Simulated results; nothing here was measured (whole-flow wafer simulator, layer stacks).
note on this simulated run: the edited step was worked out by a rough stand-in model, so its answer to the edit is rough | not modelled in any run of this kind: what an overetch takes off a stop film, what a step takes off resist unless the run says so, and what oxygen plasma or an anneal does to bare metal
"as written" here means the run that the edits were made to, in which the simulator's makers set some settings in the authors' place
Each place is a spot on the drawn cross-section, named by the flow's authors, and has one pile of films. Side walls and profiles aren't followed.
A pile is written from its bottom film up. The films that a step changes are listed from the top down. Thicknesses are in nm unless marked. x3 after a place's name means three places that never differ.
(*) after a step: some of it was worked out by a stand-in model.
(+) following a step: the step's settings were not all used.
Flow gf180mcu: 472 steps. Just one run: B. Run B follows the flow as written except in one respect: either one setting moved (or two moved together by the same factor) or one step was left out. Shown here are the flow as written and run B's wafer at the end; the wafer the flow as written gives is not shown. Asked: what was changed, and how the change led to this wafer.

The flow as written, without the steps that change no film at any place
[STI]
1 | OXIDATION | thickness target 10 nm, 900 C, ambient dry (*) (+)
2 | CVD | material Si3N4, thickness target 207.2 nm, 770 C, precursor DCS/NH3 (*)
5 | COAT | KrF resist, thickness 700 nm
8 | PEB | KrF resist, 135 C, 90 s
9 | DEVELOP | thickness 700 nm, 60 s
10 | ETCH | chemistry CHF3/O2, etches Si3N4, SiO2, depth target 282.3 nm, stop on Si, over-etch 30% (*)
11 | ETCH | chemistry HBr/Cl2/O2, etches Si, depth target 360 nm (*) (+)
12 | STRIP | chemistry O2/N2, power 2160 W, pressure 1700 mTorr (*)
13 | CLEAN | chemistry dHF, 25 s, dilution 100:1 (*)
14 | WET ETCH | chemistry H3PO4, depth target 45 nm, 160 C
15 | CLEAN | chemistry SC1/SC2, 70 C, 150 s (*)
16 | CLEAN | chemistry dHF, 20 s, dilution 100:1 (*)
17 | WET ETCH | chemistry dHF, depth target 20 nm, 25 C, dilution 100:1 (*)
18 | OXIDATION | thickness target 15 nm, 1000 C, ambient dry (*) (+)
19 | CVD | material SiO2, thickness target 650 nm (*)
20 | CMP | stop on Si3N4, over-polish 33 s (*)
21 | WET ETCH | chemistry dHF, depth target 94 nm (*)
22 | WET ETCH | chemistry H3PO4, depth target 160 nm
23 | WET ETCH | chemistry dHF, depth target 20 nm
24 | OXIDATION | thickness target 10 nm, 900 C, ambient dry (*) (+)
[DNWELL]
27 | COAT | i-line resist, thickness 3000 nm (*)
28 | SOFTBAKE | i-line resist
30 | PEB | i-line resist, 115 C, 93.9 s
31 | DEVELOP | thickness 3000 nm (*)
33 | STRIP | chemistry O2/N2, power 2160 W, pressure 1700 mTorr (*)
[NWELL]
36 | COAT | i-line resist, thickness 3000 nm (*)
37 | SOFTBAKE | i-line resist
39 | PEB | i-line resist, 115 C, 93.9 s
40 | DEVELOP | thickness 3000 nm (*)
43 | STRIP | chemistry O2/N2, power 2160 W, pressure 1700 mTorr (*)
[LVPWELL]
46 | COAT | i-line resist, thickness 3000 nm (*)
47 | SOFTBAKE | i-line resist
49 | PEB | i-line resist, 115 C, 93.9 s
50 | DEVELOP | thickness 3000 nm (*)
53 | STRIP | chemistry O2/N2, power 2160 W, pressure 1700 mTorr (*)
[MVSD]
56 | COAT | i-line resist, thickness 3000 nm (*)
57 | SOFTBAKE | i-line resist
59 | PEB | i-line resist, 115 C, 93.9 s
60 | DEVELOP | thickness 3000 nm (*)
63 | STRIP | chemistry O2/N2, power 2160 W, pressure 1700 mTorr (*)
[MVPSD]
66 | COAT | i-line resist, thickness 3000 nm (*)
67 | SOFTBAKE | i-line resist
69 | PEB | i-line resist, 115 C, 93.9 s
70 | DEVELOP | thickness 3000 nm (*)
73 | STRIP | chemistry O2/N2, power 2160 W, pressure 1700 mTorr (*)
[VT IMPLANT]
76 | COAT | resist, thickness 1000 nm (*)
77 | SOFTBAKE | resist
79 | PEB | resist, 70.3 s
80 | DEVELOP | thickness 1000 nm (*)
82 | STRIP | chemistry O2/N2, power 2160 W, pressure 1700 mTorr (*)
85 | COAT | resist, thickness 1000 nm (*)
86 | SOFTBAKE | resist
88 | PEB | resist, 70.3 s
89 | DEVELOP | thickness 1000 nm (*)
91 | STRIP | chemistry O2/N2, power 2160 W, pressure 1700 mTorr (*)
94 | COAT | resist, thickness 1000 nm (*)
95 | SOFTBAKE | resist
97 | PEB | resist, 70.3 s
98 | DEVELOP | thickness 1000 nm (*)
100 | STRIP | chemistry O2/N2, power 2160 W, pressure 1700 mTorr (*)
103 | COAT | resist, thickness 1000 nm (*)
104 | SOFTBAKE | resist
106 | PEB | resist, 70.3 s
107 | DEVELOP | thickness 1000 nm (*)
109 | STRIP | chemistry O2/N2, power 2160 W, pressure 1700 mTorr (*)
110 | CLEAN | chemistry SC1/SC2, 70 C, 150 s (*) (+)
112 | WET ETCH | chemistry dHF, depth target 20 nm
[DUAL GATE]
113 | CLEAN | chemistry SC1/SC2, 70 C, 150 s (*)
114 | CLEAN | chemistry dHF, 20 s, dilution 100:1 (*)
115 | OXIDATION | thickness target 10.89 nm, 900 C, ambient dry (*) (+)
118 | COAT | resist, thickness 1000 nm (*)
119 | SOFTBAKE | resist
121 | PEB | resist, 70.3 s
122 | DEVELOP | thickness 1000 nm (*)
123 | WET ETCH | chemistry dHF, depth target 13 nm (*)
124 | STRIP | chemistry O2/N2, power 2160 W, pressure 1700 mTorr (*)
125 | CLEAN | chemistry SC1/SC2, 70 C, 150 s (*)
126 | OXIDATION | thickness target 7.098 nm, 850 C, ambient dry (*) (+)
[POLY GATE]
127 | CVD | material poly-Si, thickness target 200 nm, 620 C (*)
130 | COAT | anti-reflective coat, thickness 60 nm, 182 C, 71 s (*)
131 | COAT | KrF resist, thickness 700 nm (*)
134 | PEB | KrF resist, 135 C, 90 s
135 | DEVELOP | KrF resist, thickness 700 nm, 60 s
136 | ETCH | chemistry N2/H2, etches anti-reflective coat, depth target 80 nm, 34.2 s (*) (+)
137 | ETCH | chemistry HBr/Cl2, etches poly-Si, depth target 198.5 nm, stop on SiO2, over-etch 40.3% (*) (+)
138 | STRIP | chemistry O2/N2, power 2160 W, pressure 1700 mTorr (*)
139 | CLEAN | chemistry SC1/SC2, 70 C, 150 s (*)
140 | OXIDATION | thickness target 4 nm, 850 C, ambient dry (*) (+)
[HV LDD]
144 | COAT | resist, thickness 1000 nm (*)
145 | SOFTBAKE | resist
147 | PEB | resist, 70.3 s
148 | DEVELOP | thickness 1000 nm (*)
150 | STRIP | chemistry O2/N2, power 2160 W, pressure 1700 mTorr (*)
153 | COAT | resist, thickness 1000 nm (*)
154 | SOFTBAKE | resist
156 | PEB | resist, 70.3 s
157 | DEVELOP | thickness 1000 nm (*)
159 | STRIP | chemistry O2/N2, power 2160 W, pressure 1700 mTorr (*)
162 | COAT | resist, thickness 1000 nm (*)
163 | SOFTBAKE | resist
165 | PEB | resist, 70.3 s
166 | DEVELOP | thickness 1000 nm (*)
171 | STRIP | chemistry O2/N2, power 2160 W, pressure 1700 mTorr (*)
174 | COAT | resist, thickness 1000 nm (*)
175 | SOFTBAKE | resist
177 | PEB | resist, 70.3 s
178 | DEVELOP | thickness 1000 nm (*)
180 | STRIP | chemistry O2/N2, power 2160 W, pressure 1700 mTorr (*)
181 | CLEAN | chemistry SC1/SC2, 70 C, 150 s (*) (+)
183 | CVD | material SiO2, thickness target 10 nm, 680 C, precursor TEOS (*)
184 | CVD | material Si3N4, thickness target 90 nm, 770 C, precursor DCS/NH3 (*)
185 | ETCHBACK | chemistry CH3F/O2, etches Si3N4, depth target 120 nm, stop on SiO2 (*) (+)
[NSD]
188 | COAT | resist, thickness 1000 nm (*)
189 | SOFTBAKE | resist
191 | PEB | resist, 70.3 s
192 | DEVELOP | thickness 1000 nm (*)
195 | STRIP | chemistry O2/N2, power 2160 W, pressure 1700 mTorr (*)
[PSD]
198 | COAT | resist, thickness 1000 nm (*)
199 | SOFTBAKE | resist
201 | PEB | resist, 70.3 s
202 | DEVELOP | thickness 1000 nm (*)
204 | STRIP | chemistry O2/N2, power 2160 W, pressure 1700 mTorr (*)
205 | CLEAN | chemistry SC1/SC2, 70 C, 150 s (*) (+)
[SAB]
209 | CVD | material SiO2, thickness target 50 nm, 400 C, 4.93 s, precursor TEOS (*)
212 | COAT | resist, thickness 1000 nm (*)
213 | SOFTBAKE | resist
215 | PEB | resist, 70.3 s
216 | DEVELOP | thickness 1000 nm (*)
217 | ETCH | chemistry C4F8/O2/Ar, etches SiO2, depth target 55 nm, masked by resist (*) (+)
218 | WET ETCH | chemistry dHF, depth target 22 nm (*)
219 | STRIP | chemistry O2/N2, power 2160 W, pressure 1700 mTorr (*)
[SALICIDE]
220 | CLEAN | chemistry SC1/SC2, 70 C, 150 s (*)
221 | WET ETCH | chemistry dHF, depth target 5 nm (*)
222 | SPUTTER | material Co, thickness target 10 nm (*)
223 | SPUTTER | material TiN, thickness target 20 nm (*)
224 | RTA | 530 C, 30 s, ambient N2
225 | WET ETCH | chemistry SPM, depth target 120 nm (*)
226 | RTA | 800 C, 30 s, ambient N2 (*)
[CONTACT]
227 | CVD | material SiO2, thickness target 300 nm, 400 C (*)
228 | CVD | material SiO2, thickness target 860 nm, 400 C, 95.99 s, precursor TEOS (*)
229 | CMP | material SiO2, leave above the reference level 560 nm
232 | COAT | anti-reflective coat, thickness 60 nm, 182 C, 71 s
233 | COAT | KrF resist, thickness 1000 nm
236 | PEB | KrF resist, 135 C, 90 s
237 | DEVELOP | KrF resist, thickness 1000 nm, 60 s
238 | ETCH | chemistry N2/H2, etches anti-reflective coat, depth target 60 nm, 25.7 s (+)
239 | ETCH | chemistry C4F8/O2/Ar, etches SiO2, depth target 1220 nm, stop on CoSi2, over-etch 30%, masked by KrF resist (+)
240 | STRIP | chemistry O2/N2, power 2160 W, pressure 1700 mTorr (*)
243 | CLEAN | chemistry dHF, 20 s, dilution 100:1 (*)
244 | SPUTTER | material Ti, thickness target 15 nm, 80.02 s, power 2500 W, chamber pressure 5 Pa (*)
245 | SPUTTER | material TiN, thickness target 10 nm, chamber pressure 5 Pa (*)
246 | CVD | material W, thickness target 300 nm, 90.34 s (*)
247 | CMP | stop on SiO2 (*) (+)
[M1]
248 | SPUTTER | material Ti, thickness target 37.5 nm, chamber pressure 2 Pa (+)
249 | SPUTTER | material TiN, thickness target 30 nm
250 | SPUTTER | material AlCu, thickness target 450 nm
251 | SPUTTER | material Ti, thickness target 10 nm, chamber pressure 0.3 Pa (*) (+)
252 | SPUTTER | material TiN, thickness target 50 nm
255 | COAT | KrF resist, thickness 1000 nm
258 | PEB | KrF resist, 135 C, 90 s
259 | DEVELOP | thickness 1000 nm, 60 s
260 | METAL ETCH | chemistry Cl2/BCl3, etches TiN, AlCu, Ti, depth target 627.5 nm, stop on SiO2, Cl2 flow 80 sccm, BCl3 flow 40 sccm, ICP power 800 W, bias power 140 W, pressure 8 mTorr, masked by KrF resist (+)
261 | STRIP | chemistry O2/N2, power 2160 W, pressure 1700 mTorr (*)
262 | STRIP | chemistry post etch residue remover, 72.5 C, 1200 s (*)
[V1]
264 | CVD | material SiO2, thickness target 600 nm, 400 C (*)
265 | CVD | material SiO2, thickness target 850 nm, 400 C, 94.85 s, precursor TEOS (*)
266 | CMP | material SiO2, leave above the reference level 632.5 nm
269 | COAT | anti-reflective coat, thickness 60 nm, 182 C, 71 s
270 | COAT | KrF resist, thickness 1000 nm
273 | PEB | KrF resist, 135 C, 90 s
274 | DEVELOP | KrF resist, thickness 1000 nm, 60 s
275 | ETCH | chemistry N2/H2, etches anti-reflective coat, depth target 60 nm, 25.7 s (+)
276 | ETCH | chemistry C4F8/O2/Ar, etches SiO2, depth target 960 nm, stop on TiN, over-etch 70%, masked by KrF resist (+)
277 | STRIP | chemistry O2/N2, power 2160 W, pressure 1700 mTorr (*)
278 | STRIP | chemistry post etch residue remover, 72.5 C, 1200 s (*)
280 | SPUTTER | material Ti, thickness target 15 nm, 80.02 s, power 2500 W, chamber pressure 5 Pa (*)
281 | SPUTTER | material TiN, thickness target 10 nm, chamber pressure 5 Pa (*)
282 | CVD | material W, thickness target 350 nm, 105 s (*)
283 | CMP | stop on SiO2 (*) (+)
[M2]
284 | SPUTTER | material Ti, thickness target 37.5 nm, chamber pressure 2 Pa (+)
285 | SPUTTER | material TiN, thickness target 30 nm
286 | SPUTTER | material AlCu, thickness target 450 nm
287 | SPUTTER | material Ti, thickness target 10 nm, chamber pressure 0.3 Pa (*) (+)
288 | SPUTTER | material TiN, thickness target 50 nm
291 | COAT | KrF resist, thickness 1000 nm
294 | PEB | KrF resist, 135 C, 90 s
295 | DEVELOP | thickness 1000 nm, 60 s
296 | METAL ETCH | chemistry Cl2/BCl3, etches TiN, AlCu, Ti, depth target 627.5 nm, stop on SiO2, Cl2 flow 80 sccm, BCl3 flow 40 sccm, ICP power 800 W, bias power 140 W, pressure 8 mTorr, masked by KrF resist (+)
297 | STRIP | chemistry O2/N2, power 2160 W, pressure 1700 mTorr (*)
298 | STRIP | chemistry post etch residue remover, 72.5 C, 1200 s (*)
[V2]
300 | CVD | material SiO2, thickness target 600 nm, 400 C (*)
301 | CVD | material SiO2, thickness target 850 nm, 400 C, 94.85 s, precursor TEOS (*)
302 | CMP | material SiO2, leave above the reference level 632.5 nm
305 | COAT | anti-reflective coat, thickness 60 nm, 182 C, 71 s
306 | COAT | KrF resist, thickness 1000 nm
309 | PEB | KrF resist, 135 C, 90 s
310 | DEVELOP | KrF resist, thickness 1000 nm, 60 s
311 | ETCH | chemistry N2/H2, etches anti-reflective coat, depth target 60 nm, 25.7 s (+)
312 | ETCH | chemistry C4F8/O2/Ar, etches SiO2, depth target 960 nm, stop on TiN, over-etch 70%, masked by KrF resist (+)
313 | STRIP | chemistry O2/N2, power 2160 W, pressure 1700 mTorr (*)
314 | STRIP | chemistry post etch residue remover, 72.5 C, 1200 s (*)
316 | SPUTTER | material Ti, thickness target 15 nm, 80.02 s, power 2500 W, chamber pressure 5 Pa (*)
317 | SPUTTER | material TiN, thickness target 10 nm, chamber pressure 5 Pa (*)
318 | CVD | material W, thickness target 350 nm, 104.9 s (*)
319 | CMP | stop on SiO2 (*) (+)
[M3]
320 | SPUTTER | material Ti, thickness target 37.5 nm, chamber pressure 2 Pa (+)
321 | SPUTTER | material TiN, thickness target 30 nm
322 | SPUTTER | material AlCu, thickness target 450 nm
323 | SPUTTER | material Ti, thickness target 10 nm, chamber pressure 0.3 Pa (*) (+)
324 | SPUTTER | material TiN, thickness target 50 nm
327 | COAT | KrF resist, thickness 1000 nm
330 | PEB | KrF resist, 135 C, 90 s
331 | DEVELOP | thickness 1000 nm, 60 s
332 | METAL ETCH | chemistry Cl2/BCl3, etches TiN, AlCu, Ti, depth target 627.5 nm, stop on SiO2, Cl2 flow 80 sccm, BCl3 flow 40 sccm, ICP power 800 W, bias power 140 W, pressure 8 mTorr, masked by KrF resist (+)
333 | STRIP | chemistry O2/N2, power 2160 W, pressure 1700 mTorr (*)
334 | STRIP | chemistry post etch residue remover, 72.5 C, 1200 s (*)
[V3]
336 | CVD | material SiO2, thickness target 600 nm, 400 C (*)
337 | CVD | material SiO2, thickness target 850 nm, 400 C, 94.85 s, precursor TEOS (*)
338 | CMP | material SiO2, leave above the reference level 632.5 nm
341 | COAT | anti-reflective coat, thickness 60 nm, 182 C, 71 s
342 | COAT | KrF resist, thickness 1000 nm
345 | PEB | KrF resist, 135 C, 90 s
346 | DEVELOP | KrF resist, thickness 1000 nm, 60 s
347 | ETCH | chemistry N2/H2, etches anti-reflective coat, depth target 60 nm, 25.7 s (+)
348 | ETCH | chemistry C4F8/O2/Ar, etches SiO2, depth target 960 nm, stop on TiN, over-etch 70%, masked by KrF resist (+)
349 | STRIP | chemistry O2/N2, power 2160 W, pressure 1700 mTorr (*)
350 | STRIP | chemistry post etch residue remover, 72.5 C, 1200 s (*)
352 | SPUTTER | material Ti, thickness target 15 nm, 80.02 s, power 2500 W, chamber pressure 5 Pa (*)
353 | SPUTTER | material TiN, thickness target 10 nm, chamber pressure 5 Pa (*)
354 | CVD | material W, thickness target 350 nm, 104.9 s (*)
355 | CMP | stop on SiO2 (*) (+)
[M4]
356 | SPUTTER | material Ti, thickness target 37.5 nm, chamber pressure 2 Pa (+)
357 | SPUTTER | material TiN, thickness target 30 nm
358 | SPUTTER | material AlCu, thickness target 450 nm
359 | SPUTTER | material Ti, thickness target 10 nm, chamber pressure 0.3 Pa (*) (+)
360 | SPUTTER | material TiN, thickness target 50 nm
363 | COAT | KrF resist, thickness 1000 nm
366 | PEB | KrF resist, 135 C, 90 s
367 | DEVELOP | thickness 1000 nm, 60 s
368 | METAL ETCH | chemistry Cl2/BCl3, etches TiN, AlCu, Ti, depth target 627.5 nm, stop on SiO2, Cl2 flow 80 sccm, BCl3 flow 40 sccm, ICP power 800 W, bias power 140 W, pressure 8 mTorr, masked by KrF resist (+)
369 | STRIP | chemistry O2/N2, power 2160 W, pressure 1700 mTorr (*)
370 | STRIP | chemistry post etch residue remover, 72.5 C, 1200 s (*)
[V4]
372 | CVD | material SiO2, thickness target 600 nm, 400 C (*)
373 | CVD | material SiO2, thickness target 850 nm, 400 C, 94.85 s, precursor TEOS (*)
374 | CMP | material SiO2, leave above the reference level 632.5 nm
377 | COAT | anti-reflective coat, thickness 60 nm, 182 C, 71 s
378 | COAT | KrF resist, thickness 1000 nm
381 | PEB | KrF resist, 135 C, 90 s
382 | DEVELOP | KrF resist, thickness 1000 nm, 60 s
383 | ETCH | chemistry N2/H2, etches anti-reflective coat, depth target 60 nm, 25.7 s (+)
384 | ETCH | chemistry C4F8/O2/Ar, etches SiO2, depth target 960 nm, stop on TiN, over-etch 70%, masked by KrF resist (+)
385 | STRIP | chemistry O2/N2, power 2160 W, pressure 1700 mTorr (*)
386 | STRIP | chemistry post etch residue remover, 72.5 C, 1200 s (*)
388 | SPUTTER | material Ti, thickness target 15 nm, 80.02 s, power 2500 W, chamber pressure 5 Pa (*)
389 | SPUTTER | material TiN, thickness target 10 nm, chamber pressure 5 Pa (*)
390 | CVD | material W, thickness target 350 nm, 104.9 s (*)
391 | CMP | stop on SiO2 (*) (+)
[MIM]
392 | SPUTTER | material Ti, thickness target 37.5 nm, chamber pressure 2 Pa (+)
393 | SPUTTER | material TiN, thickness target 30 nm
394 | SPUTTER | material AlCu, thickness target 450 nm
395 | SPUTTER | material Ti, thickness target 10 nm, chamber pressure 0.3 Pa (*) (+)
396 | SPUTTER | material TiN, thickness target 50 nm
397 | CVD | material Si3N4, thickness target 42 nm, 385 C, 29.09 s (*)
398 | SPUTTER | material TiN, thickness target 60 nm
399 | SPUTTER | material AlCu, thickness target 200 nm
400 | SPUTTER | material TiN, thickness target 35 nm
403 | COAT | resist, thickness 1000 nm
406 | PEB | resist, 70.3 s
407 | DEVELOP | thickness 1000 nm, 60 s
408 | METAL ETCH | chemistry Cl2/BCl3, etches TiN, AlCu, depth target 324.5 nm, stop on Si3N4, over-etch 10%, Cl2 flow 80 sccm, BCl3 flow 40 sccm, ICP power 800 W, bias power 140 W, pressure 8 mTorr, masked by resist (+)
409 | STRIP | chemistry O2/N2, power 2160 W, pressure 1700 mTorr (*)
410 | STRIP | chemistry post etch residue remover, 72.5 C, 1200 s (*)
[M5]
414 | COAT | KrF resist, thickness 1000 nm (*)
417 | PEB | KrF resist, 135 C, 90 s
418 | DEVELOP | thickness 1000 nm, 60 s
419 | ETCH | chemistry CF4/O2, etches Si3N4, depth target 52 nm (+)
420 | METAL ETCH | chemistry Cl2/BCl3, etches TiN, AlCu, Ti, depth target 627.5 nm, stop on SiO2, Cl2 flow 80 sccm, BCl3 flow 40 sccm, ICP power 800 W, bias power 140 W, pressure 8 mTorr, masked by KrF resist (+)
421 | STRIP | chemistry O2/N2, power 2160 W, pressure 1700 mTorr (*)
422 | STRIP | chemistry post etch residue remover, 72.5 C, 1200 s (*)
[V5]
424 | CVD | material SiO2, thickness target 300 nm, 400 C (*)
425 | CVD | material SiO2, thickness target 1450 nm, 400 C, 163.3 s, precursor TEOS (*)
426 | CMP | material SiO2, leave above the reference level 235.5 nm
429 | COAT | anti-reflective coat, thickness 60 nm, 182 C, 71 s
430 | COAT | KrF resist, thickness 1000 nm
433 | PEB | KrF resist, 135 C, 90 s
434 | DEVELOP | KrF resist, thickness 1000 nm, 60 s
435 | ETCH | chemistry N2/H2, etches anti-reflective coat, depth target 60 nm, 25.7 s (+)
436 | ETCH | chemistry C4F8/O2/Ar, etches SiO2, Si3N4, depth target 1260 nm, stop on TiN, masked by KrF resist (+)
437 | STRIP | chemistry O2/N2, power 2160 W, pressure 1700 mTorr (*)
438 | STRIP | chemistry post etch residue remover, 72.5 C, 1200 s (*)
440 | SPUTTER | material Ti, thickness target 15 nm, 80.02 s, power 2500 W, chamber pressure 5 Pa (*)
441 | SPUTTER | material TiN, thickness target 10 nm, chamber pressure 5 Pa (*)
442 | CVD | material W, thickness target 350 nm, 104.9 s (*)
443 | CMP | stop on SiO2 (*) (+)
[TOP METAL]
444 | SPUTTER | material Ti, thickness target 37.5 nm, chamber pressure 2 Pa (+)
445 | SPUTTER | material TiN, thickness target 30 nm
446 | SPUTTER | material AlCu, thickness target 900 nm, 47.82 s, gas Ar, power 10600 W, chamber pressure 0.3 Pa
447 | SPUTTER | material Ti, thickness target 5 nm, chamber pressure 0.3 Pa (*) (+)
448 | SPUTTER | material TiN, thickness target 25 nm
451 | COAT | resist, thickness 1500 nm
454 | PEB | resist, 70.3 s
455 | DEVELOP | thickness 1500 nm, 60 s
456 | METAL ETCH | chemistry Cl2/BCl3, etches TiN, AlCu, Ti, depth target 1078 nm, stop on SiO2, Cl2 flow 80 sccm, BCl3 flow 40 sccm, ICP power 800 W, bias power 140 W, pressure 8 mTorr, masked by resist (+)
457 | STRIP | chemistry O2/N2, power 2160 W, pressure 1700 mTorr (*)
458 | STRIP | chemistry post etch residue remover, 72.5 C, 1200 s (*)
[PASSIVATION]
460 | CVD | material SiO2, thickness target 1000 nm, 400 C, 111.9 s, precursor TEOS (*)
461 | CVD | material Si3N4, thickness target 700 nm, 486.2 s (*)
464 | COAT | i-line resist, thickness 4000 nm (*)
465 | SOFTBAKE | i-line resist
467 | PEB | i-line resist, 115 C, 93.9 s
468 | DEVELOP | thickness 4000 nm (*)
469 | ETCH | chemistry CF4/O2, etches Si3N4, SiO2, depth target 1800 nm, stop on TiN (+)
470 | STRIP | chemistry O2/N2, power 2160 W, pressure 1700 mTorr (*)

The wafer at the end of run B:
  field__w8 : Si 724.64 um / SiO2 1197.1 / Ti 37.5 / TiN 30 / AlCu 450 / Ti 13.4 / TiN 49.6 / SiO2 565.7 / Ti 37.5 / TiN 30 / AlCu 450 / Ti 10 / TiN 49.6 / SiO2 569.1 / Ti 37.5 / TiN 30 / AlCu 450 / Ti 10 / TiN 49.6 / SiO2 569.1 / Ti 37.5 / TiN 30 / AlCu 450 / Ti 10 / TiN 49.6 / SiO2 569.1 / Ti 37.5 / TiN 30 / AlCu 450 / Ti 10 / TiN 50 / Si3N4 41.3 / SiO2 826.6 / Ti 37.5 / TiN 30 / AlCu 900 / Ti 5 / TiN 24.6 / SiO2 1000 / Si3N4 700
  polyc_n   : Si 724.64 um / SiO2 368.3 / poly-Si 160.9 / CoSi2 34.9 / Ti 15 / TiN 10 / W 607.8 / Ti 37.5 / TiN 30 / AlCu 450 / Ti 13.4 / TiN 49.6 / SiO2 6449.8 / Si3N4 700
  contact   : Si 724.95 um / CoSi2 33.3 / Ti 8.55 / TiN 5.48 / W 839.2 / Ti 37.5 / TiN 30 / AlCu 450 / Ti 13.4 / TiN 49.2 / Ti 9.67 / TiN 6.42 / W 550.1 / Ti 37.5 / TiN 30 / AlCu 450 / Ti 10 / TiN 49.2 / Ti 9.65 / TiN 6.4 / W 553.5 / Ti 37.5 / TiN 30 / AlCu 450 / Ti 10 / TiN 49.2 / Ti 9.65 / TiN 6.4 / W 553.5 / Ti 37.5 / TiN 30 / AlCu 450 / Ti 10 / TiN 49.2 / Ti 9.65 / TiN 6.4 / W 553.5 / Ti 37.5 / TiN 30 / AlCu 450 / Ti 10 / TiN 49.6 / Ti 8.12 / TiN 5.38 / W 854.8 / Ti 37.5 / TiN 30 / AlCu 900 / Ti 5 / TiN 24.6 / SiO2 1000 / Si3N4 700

The reason: step 251, SPUTTER: thickness target 13.4 nm was run, though the flow has thickness target 10 nm.
The wafer itself shows it: field__w8 has Ti 13.4, and step 251 as written asks for 10 nm.

Step by step, how the change led to this:
  251 | SPUTTER | material Ti, thickness target 10 nm, chamber pressure 0.3 Pa (*) (+)
      field, field__w1, field__w2 and 108 more: +13.4 Ti (new film) (it would be, as written: +10 Ti (new film))
  260 | METAL ETCH | chemistry Cl2/BCl3, etches TiN, AlCu, Ti, depth target 627.5 nm, stop on SiO2, Cl2 flow 80 sccm, BCl3 flow 40 sccm, ICP power 800 W, bias power 140 W, pressure 8 mTorr, masked by KrF resist (+)
      field, field__w1, field__w2 and 99 more: -50 TiN (all of it), -13.4 Ti (all of it), -450 AlCu (all of it), -30 TiN (all of it), -37.5 Ti (all of it) (it would be, as written: -50 TiN (all of it), -10 Ti (all of it), -450 AlCu (all of it), -30 TiN (all of it), -37.5 Ti (all of it))
